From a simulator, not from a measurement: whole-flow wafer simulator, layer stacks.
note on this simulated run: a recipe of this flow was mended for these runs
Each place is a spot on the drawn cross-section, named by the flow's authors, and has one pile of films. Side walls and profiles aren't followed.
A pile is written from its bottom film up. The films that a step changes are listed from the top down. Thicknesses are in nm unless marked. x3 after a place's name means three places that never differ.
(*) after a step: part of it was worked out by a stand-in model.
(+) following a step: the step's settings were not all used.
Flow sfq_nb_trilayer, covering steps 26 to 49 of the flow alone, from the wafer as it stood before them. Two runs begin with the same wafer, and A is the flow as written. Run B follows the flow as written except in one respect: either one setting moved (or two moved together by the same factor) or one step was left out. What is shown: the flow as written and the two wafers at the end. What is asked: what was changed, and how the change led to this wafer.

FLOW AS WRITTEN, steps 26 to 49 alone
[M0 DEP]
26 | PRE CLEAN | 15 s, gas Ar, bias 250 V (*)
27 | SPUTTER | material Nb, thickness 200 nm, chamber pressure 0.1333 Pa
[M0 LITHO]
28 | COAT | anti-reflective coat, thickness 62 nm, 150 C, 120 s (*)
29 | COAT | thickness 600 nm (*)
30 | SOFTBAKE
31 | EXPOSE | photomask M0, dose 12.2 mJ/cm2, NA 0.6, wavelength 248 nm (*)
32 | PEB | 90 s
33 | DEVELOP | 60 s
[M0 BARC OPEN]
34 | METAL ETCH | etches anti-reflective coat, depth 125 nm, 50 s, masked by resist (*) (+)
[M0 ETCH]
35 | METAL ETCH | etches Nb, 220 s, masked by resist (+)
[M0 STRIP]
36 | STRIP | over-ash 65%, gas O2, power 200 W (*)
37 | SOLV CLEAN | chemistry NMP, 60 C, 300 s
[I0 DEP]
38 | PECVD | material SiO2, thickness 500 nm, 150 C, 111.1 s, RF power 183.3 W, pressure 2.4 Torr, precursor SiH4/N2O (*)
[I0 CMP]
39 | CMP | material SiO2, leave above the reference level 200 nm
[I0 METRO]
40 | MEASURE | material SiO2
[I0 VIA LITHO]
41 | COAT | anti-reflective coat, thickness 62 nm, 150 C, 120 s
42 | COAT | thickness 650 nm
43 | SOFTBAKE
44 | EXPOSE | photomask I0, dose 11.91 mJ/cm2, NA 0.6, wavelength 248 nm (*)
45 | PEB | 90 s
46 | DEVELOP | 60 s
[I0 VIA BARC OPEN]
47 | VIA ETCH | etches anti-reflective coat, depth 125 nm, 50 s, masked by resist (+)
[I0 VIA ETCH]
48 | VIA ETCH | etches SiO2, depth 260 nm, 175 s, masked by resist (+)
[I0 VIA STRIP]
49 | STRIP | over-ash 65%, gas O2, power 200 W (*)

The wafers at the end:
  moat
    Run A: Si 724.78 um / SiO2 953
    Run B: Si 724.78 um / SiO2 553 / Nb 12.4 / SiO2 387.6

What caused this: step 35, METAL ETCH: 172 s was run, while the flow as written has 220 s.

Step by step, how the change led to this:
  35 | METAL ETCH | etches Nb, 220 s, masked by resist (+)
      moat, m0r_space_l x2: A -200 Nb (all of it), -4 SiO2 | B -187.6 Nb
      field_l, v_sur, via_wl and 100 more: A -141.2 KrF-resist-other-grade | B -110.4 KrF-resist-other-grade
  36 | STRIP | over-ash 65%, gas O2, power 200 W (*)
      p4_fl x71: A -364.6 KrF-resist-other-grade (all of it), -62 anti-reflective coat (all of it) | B -395.4 KrF-resist-other-grade (all of it), -62 anti-reflective coat (all of it)
      jj_sur, ce_l, c5j, res, r_end: A -370.5 KrF-resist-other-grade (all of it), -63.7 anti-reflective coat (all of it) | B -401.3 KrF-resist-other-grade (all of it), -63.7 anti-reflective coat (all of it)
      (also at 27 further places)
  38 | PECVD | material SiO2, thickness 500 nm, 150 C, 111.1 s, RF power 183.3 W, pressure 2.4 Torr, precursor SiH4/N2O (*)
      moat, m0r_space_l x2: A +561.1 SiO2 | B +544.7 SiO2 (new film)
Taking metal films that touch as one body, moat has 1 body; the flow as written gives 0 bodies.
